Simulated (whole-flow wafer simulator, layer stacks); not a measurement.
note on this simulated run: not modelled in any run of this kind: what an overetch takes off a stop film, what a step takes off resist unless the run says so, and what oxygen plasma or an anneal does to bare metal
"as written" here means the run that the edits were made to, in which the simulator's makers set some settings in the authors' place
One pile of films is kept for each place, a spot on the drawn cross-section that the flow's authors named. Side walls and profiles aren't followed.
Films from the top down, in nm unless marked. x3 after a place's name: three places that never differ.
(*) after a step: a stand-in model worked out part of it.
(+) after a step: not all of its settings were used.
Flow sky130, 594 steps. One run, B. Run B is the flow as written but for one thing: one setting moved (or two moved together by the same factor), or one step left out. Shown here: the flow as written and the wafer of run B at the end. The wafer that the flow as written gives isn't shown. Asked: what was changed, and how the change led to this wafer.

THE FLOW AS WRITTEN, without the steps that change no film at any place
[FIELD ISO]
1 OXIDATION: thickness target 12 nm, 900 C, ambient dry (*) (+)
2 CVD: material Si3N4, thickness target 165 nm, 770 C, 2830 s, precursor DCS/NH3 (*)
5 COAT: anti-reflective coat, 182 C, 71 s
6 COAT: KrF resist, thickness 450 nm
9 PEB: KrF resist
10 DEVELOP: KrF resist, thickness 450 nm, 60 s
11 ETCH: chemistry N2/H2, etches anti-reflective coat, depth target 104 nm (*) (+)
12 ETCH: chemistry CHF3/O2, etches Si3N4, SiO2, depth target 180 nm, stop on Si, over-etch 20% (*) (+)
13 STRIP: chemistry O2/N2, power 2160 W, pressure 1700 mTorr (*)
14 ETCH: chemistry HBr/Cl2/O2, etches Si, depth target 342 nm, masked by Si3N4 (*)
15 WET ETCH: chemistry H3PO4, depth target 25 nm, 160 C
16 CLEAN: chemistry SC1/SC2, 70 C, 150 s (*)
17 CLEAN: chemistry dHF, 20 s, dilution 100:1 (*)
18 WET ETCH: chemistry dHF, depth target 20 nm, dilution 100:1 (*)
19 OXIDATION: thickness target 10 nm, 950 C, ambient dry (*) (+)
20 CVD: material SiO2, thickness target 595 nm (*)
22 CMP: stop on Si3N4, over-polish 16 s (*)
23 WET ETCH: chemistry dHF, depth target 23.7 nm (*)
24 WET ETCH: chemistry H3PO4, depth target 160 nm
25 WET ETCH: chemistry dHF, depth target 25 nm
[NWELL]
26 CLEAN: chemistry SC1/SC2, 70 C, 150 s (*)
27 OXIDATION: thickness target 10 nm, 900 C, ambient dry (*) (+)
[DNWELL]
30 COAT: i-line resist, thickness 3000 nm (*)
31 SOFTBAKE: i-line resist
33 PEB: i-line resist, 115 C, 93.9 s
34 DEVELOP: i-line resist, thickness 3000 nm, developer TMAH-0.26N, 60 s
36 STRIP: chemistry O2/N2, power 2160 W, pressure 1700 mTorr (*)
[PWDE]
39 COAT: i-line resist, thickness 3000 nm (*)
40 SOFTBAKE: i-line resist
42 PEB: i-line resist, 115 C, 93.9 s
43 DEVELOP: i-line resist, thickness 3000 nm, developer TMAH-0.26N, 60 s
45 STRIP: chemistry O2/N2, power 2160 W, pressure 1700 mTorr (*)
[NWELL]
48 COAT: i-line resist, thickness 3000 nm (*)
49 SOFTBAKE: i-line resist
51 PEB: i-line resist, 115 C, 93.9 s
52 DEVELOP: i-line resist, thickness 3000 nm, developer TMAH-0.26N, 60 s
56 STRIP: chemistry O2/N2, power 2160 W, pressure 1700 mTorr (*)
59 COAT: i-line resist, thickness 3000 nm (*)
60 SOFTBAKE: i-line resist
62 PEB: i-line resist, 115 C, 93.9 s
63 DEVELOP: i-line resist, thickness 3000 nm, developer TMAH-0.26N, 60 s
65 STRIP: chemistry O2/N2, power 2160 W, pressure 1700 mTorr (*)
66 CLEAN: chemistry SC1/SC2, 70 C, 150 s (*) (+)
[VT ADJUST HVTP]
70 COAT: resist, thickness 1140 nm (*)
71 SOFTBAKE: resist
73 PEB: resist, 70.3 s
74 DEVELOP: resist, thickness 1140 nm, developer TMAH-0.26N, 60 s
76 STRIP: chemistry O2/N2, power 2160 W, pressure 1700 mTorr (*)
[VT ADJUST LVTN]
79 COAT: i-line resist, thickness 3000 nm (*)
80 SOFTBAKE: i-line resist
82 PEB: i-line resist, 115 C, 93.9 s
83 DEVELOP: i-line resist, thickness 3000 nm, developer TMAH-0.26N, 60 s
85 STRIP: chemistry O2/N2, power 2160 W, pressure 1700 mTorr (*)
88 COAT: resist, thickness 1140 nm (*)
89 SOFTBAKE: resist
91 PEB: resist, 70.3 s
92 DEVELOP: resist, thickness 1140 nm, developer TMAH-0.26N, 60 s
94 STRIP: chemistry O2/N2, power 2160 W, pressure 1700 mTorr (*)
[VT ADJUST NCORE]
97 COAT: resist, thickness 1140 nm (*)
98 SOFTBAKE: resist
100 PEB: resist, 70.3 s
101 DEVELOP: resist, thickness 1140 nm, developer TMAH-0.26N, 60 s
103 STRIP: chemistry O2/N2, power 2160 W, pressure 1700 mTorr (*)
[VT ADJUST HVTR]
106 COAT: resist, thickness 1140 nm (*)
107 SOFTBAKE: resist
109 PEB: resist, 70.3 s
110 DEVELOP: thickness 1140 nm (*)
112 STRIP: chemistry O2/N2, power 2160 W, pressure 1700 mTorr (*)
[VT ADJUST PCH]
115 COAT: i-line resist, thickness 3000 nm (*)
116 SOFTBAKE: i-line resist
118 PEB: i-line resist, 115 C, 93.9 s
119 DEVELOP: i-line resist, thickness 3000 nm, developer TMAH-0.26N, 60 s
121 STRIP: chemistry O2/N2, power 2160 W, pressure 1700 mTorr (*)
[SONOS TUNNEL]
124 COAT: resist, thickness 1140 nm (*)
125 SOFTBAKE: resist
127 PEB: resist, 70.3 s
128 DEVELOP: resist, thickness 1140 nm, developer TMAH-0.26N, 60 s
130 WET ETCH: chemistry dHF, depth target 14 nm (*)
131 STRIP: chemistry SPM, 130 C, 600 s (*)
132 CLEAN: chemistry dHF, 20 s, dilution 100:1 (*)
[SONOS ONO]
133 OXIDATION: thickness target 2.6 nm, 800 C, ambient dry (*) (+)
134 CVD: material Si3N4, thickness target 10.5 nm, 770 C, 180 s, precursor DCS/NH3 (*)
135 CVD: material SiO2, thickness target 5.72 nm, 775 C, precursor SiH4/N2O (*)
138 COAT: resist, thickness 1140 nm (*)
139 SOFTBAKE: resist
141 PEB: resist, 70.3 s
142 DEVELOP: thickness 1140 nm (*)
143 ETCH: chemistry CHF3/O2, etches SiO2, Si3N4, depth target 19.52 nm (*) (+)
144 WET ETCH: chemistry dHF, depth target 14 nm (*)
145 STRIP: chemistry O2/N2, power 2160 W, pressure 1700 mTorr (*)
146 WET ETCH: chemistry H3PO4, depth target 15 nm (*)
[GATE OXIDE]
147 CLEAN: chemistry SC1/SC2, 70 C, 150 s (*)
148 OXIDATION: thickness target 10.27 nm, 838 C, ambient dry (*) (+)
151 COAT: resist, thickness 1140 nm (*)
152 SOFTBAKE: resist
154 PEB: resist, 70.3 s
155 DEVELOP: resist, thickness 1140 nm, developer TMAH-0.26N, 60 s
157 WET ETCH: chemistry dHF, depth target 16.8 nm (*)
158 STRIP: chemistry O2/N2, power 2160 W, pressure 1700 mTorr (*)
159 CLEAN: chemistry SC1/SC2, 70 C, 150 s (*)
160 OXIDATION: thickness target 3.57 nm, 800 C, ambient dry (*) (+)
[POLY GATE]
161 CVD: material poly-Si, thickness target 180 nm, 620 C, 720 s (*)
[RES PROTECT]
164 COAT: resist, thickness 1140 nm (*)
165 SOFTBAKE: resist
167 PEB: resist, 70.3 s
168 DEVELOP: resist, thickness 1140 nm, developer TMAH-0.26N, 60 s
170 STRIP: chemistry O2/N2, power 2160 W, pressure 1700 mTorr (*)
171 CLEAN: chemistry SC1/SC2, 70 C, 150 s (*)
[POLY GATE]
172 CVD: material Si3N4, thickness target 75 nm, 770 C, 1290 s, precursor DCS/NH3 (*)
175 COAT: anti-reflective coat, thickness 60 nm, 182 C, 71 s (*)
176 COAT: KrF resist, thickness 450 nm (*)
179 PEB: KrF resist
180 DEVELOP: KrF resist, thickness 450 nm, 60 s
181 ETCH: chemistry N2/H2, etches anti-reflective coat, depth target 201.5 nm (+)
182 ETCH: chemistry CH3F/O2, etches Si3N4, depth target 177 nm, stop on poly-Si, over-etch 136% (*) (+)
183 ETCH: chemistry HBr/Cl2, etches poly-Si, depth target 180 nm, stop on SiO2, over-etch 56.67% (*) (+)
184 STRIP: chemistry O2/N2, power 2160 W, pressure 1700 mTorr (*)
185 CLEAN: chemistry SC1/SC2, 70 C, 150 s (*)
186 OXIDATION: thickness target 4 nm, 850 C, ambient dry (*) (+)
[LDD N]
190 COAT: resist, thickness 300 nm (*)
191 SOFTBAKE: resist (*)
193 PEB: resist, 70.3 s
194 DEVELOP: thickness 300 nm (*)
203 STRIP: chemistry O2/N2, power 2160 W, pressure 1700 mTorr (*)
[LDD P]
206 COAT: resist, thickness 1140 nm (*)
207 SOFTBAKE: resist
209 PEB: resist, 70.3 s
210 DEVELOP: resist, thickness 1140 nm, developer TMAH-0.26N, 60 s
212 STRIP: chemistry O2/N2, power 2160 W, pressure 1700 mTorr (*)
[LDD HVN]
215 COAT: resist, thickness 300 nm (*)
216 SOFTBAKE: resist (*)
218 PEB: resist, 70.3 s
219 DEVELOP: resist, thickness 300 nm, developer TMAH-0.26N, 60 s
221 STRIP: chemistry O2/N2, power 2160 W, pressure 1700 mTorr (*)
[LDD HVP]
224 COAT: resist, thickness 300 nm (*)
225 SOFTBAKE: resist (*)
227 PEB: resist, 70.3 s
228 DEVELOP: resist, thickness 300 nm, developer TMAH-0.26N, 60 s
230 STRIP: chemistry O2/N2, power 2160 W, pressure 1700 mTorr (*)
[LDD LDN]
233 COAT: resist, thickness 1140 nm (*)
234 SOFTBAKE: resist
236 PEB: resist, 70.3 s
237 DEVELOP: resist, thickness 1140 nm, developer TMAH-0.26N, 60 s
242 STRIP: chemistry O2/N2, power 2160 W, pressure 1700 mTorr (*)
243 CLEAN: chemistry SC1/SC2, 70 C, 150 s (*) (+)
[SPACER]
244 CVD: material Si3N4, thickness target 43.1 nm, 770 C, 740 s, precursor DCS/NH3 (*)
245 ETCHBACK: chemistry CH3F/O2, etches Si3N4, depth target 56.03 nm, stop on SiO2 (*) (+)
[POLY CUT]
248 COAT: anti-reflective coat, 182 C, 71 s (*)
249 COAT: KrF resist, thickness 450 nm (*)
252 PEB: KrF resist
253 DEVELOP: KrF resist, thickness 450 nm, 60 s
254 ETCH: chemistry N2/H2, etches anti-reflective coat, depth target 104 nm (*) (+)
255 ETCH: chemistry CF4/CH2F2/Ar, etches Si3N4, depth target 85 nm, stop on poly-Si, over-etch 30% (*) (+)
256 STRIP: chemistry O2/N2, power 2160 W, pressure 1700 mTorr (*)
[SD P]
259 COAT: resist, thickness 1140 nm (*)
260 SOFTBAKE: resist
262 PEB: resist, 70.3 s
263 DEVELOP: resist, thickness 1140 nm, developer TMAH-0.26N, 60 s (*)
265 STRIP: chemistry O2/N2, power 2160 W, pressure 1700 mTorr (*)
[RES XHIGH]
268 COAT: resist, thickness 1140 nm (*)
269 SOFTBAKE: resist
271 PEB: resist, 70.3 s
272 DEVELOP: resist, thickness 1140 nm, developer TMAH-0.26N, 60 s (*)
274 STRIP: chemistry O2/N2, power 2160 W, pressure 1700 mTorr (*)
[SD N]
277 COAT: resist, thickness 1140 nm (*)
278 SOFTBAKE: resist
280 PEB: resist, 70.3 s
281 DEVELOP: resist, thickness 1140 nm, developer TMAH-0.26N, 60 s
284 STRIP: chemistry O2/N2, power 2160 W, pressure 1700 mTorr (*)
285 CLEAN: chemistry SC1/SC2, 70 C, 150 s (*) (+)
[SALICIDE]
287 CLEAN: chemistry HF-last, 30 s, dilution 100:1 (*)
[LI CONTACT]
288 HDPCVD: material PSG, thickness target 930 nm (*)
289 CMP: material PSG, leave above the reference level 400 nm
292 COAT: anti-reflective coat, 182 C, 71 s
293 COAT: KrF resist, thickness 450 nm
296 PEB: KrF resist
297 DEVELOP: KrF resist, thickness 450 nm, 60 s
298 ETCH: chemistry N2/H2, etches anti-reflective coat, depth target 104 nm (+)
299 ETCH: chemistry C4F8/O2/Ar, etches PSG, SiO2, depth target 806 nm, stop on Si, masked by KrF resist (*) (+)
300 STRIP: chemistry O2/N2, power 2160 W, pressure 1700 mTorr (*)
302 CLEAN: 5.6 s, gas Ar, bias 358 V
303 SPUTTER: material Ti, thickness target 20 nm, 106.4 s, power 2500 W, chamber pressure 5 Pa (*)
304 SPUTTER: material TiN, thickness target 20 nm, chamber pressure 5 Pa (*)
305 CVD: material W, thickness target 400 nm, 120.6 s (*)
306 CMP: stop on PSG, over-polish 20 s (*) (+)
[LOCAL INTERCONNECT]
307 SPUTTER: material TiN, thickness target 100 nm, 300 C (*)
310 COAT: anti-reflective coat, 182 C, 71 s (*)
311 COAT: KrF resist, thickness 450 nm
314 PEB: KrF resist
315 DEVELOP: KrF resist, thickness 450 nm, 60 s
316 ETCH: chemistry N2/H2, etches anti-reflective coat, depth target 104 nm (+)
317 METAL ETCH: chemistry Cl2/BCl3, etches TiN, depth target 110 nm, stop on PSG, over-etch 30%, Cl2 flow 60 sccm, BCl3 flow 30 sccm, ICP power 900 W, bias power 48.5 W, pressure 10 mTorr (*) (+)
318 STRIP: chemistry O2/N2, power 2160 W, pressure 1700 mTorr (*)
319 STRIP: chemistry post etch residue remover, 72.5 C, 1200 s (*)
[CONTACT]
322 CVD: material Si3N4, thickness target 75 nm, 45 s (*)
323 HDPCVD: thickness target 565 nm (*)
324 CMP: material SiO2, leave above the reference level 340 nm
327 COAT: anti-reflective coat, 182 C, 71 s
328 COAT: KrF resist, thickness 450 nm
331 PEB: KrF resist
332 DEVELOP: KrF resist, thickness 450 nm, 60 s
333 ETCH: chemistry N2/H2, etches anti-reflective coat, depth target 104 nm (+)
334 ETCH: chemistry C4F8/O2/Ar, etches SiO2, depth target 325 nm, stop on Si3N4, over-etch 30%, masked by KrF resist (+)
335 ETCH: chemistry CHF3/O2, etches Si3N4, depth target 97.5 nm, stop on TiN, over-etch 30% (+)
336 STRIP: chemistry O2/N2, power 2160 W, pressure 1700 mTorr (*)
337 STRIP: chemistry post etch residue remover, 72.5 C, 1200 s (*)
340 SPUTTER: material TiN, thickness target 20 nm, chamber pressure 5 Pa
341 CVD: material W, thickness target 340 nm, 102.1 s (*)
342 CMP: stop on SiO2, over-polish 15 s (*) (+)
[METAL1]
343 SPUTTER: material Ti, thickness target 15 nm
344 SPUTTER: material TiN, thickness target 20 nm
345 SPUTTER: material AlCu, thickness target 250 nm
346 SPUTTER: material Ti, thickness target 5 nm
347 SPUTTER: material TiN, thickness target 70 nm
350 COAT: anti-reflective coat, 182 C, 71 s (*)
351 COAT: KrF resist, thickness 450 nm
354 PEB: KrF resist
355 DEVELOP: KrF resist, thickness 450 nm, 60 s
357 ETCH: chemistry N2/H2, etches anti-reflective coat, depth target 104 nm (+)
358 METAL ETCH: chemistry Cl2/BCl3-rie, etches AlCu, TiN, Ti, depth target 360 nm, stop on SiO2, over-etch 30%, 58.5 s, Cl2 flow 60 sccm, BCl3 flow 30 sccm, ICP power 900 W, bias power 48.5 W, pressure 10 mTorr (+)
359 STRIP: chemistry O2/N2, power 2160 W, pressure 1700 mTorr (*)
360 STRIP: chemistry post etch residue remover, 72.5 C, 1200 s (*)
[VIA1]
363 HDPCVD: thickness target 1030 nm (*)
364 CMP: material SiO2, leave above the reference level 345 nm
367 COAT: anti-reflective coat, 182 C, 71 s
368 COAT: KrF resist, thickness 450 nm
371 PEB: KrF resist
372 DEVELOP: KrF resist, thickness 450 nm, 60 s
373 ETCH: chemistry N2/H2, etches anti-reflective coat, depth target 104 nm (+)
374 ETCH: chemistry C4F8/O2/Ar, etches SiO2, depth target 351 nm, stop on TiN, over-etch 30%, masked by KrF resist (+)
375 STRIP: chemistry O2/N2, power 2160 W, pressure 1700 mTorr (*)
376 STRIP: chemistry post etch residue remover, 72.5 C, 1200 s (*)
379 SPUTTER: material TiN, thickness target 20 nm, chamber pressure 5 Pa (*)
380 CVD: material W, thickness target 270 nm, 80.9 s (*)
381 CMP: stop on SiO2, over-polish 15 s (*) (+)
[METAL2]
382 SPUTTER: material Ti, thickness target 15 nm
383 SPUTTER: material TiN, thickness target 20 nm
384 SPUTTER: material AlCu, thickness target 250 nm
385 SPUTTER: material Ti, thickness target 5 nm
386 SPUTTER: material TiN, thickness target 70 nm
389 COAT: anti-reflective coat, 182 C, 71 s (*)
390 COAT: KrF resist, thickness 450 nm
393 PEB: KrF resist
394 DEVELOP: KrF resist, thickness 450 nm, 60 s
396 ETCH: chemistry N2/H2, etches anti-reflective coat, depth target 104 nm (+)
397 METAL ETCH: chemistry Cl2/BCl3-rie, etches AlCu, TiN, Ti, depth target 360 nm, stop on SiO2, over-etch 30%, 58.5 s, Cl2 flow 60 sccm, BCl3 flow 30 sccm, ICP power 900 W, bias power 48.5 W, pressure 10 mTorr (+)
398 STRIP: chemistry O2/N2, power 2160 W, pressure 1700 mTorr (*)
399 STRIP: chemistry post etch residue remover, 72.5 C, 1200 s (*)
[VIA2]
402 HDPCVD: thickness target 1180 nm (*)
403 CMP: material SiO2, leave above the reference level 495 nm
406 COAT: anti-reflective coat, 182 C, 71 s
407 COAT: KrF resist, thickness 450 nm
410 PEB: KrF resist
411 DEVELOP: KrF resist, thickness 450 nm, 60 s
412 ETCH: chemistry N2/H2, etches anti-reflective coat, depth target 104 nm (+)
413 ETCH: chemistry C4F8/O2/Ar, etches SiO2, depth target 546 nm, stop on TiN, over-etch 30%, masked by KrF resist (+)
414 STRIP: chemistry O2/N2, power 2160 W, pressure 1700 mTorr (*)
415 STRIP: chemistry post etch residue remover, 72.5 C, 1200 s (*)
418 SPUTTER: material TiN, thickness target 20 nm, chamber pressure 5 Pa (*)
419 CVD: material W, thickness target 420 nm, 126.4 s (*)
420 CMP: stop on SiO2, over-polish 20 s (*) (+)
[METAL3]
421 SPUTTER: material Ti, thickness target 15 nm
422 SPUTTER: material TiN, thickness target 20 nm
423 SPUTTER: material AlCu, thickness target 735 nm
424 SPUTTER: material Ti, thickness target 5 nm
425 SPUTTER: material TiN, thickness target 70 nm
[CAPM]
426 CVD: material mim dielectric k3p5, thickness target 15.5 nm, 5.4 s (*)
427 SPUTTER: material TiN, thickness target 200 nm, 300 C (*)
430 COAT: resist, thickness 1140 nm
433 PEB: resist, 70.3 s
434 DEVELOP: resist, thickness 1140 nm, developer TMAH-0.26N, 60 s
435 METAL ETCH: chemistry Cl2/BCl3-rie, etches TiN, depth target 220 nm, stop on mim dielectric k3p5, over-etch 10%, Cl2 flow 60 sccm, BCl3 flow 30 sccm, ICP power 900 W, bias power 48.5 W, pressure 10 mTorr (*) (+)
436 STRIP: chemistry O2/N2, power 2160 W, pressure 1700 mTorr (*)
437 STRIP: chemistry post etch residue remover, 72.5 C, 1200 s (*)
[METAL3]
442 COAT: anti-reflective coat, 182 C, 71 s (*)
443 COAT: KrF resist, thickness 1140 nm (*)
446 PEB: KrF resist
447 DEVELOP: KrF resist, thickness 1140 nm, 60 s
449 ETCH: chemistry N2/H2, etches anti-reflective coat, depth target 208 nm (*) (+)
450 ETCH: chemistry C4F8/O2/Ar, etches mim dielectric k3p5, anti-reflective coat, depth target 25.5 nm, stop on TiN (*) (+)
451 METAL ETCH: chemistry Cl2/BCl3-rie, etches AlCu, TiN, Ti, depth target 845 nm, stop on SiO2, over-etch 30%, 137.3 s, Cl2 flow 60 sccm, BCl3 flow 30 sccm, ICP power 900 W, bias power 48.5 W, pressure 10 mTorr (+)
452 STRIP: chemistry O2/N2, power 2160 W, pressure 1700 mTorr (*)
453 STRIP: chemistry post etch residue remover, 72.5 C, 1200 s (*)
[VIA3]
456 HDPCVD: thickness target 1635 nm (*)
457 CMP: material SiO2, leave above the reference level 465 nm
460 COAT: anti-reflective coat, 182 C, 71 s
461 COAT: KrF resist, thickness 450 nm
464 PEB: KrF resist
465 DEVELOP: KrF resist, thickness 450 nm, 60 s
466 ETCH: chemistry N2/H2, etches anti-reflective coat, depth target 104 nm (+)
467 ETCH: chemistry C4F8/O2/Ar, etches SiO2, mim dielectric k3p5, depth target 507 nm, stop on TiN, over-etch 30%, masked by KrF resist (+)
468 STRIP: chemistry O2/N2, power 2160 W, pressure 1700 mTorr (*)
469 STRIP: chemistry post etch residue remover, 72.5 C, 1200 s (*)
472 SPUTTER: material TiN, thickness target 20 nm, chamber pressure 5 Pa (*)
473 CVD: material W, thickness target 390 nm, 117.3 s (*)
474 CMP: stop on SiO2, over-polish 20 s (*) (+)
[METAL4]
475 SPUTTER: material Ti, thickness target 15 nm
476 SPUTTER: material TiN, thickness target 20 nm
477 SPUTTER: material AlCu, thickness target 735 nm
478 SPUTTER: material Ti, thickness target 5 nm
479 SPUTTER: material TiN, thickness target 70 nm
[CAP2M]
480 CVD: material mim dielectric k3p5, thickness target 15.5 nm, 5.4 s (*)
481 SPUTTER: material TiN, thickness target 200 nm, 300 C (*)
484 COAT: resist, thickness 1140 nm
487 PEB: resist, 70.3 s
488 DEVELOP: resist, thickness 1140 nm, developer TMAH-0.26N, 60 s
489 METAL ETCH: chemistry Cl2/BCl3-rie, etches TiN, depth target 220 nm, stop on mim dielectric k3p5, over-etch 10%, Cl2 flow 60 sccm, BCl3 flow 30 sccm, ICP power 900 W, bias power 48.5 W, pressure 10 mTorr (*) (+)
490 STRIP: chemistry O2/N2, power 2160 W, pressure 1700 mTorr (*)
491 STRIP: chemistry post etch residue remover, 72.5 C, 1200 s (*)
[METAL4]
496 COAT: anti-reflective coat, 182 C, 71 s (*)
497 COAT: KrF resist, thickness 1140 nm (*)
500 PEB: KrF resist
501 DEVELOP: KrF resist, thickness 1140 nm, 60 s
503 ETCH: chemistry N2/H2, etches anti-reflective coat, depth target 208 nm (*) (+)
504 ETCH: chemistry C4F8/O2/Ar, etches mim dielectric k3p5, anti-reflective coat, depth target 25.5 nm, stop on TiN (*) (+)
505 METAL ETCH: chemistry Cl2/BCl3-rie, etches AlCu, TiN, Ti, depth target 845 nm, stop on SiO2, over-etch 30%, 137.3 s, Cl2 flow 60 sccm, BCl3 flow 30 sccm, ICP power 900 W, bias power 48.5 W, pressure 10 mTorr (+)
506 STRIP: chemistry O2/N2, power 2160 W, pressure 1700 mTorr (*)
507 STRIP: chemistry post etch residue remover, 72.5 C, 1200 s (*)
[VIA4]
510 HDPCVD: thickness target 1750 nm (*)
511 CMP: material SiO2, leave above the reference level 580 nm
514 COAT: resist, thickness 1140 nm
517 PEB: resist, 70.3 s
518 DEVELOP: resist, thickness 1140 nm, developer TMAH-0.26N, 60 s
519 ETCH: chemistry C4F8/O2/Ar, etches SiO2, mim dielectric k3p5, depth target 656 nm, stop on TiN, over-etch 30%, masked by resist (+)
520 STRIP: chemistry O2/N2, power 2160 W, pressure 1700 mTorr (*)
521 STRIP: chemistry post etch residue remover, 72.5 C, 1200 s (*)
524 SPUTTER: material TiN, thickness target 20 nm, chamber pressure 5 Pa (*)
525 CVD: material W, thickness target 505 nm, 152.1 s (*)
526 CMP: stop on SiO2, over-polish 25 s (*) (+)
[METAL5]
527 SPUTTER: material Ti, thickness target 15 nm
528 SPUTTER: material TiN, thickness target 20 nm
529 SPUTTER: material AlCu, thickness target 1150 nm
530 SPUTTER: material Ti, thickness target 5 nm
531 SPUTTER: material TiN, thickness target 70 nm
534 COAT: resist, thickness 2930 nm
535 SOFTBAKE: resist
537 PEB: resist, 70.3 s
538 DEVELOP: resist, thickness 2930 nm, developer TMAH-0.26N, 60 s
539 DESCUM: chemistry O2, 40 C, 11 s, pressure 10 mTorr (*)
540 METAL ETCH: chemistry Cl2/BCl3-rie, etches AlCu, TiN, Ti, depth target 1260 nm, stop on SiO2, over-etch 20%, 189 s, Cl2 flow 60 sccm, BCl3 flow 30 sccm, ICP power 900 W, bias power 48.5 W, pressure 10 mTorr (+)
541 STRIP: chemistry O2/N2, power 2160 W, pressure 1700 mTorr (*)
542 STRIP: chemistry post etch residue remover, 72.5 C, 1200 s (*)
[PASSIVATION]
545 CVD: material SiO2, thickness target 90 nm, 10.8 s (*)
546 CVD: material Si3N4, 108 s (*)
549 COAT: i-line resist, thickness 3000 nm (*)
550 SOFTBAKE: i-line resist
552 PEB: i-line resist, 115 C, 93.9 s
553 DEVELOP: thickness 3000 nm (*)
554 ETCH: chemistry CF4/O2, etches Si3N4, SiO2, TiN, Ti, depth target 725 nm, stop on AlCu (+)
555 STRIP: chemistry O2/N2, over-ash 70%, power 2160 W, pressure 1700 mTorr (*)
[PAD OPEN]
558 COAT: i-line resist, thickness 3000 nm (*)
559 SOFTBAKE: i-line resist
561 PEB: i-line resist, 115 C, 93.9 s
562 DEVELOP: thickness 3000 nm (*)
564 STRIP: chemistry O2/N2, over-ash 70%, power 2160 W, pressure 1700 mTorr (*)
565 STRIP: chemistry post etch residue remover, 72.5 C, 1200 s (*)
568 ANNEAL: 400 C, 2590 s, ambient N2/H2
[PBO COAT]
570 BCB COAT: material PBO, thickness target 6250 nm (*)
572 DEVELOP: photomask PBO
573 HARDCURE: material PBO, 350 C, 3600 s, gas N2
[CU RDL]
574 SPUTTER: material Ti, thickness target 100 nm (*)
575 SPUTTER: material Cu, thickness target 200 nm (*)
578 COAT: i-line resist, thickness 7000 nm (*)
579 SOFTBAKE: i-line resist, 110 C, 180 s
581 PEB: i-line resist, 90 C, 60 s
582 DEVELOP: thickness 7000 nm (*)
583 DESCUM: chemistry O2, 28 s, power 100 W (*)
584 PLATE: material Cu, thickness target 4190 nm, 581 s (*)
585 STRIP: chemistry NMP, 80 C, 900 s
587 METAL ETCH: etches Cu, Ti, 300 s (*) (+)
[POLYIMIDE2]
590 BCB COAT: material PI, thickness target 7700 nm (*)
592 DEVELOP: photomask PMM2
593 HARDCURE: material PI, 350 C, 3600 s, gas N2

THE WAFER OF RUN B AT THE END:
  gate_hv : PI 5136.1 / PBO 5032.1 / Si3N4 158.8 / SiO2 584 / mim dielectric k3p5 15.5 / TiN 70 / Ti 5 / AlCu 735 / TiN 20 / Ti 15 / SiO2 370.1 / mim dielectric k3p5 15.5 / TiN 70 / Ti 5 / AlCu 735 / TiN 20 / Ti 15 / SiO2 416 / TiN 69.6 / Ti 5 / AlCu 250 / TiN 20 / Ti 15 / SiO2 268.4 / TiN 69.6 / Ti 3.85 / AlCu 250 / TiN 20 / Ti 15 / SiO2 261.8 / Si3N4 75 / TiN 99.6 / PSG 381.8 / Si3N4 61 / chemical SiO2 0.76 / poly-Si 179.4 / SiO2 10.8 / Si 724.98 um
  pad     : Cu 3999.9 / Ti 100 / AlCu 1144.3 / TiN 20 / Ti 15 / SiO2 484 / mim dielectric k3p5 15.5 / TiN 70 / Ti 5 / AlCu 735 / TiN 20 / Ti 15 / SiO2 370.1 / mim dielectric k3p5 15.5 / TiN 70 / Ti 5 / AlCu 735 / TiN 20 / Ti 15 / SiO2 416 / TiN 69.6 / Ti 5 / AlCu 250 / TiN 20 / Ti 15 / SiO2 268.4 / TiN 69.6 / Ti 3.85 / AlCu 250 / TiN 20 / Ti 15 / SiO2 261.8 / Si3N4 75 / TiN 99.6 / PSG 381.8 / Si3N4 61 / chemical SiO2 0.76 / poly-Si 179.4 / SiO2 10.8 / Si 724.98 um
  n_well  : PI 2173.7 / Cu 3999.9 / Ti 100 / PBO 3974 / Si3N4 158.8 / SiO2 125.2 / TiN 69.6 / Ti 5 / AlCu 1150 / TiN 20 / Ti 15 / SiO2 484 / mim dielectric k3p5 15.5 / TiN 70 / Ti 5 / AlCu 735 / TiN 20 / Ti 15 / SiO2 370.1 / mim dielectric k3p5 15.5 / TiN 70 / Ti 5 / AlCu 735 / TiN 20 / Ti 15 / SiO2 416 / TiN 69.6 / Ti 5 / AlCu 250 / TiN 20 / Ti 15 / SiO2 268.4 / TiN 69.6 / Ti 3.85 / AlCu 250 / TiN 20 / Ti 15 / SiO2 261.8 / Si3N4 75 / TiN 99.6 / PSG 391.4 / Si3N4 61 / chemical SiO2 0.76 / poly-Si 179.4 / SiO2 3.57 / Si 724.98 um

The cause: step 346, SPUTTER: thickness target 3.85 nm was run, where the flow has thickness target 5 nm.
It can be read off the wafer: gate_hv has Ti 3.85, and step 346 as written asks for 5 nm.

How the change led to this, step by step:
  346 SPUTTER: material Ti, thickness target 5 nm
      field, active, n_well and 188 more: Ti +3.85 (new film) (as written it would be: Ti +5 (new film))
  358 METAL ETCH: chemistry Cl2/BCl3-rie, etches AlCu, TiN, Ti, depth target 360 nm, stop on SiO2, over-etch 30%, 58.5 s, Cl2 flow 60 sccm, BCl3 flow 30 sccm, ICP power 900 W, bias power 48.5 W, pressure 10 mTorr (+)
      field, active, gate and 81 more: TiN -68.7 (all of it), Ti -3.85 (all of it), AlCu -250 (all of it), TiN -20 (all of it), Ti -15 (all of it), SiO2 -11 (as written it would be: TiN -68.7 (all of it), Ti -5 (all of it), AlCu -250 (all of it), TiN -20 (all of it), Ti -15 (all of it), SiO2 -10.9)
